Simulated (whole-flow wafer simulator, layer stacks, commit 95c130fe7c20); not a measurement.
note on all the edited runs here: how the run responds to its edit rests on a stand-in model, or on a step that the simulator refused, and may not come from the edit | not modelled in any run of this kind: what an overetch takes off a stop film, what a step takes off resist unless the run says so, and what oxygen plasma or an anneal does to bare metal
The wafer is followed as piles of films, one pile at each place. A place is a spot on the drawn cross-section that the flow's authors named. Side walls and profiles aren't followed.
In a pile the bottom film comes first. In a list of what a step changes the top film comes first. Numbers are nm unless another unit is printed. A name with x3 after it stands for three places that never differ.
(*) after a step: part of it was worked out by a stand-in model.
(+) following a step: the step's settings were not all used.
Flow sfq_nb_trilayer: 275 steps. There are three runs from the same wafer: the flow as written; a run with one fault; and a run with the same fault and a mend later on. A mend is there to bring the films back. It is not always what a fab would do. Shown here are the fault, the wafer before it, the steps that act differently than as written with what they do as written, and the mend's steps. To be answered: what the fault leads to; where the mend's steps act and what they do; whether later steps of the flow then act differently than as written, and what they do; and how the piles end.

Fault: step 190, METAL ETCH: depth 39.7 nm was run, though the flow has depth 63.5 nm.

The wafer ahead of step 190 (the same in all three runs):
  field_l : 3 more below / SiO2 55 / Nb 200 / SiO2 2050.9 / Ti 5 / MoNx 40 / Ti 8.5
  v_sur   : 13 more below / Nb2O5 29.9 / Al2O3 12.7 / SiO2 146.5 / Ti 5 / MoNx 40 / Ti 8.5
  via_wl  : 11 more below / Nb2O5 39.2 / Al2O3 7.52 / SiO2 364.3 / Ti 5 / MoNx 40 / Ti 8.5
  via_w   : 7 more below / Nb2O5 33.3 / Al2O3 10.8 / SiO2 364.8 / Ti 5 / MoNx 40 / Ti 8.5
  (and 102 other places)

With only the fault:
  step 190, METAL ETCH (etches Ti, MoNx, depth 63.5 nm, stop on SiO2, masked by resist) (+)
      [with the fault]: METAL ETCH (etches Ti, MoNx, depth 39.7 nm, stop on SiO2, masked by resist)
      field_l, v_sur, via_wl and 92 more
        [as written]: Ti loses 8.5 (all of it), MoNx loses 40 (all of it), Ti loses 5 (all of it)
        [with the fault]: Ti loses 8.5 (all of it), MoNx loses 31.2
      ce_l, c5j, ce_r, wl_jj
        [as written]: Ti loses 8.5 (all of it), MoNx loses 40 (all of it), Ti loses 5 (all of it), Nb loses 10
        [with the fault]: Ti loses 8.5 (all of it), MoNx loses 31.2
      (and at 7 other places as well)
  Steps further on in the flow that do not act as written (11 other steps are not shown; they differ only slightly, by no more than 2% or 0.5 nm, whichever is larger):
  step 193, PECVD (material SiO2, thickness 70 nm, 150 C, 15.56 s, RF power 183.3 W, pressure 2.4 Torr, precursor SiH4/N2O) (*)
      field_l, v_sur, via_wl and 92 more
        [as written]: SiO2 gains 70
        [with the fault]: SiO2 gains 70 (new film)
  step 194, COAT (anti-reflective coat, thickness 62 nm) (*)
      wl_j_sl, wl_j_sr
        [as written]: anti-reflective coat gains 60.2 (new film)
        [with the fault]: anti-reflective coat gains 62 (new film)
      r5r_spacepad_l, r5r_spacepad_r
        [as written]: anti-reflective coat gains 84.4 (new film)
        [with the fault]: anti-reflective coat gains 78.4 (new film)
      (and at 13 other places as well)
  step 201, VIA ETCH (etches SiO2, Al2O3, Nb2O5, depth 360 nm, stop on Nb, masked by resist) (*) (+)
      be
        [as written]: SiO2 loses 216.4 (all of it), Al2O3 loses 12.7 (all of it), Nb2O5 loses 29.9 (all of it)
        [with the fault]: SiO2 loses 69.8 (all of it), MoNx loses 8.8 (all of it), Ti loses 5 (all of it), SiO2 loses 146.5 (all of it), Al2O3 loses 12.7 (all of it), Nb2O5 loses 29.9 (all of it)
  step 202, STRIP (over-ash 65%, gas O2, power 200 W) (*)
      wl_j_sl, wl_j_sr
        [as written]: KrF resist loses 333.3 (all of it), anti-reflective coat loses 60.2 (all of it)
        [with the fault]: KrF resist loses 333.2 (all of it), anti-reflective coat loses 62 (all of it)
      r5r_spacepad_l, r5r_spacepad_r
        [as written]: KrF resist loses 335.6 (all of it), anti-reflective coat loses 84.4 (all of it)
        [with the fault]: KrF resist loses 335 (all of it), anti-reflective coat loses 78.4 (all of it)
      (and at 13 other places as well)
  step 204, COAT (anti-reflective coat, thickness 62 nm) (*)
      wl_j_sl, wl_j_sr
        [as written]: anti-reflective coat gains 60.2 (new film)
        [with the fault]: anti-reflective coat gains 62 (new film)
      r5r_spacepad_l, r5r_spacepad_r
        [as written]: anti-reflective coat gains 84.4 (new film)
        [with the fault]: anti-reflective coat gains 78.4 (new film)
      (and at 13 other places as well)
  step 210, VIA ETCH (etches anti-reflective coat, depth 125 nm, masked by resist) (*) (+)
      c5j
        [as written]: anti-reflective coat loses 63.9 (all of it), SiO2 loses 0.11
        [with the fault]: anti-reflective coat loses 61.3 (all of it), SiO2 loses 0.13
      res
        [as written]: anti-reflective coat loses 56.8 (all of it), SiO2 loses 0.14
        [with the fault]: anti-reflective coat loses 58 (all of it), SiO2 loses 0.14
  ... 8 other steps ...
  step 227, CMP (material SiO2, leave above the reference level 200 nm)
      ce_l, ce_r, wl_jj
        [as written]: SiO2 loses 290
        [with the fault]: SiO2 loses 300
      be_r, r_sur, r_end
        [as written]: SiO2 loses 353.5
        [with the fault]: SiO2 loses 339.7
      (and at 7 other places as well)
  By the end, the piles at field_l, v_sur, via_wl and 100 more depart from the flow's by more than 2% or 0.5 nm, whichever is larger.
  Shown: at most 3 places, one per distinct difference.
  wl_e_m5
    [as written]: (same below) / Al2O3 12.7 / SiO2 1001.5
    [with the fault]: (same below) / Al2O3 12.7 / SiO2 146.5 / Ti 5 / MoNx 8.8 / SiO2 855
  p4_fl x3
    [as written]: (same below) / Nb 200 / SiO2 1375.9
    [with the fault]: (same below) / Nb 200 / SiO2 520.9 / Ti 5 / MoNx 8.8 / SiO2 855
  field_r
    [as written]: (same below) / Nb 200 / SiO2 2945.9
    [with the fault]: (same below) / Nb 200 / SiO2 2090.9 / Ti 5 / MoNx 8.8 / SiO2 855

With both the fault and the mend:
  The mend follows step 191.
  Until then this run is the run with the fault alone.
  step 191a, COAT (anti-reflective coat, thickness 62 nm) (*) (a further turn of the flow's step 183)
      p4_fl x3, p4_w1 x9, p4_g1 x2 and 57 more
        anti-reflective coat gains 62 (new film)
      field_l, v_sur, via_wl and 7 more
        anti-reflective coat gains 62.2 (new film)
      wire, be, be_sur, lsp_m, ln_m6
        anti-reflective coat gains 62.3 (new film)
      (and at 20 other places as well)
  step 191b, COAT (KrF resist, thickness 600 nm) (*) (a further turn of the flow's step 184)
      p4_fl x3, p4_w1 x9, p4_g1 x2 and 57 more
        KrF resist gains 600 (new film)
      v_sur, via_wl, via_w, via_wr
        KrF resist gains 600.5 (new film)
      via_sp, l0_sur, l0v
        KrF resist gains 600.6 (new film)
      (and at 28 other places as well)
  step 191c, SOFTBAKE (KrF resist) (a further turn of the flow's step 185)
      alters no film at any place that is followed
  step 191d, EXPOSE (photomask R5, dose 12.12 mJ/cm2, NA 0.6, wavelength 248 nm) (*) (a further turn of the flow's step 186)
      alters no film at any place that is followed
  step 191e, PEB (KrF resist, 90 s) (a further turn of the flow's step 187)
      field_l, v_sur, via_wl and 77 more
        KrF resist loses 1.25
      wire, be, be_sur and 14 more
        KrF resist loses 1.26
      be_r, r_sur, res, r_end
        KrF resist loses 1.22
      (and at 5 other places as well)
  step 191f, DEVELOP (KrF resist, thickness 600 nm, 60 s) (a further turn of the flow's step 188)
      p4_fl x3, p4_w1 x9, p4_g1 x2 and 57 more
        KrF resist loses 598.7 (all of it)
      be_r, r_sur, res, r_end, r5r_line_l, r5r_line_c, r5r_line_r
        KrF resist loses 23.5
      field_l, v_sur, via_wl, via_w
        KrF resist loses 599.2 (all of it)
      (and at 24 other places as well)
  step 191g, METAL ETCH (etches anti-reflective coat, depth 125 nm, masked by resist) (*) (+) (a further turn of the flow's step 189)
      p4_fl x3, p4_w1 x9, p4_g1 x2 and 57 more
        anti-reflective coat loses 62 (all of it)
      field_l, v_sur, via_wl and 7 more
        anti-reflective coat loses 62.2 (all of it)
      be_r, r_sur, res, r_end, r5r_line_l, r5r_line_c, r5r_line_r
        KrF resist loses 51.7
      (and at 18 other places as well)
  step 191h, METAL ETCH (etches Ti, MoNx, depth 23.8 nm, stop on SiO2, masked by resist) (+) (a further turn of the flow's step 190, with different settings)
      field_l, v_sur, via_wl and 92 more
        MoNx loses 8.8 (all of it), Ti loses 5 (all of it)
      be_r, r_sur, res, r_end, r5r_line_l, r5r_line_c, r5r_line_r
        KrF resist loses 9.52
      ce_l, c5j, ce_r, wl_jj
        MoNx loses 8.8 (all of it), Ti loses 5 (all of it), Nb loses 10
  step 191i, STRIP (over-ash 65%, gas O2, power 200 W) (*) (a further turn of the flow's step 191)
      r5r_line_l, r5r_line_c, r5r_line_r
        KrF resist loses 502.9 (all of it), anti-reflective coat loses 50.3 (all of it)
      be_r
        KrF resist loses 497.7 (all of it), anti-reflective coat loses 55.3 (all of it)
      r_sur
        KrF resist loses 497.6 (all of it), anti-reflective coat loses 58.4 (all of it)
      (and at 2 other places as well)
  Every later step of the flow that is run acts as written at every place that is followed.
  By the end, the piles equal the flow's at every place that both follow.
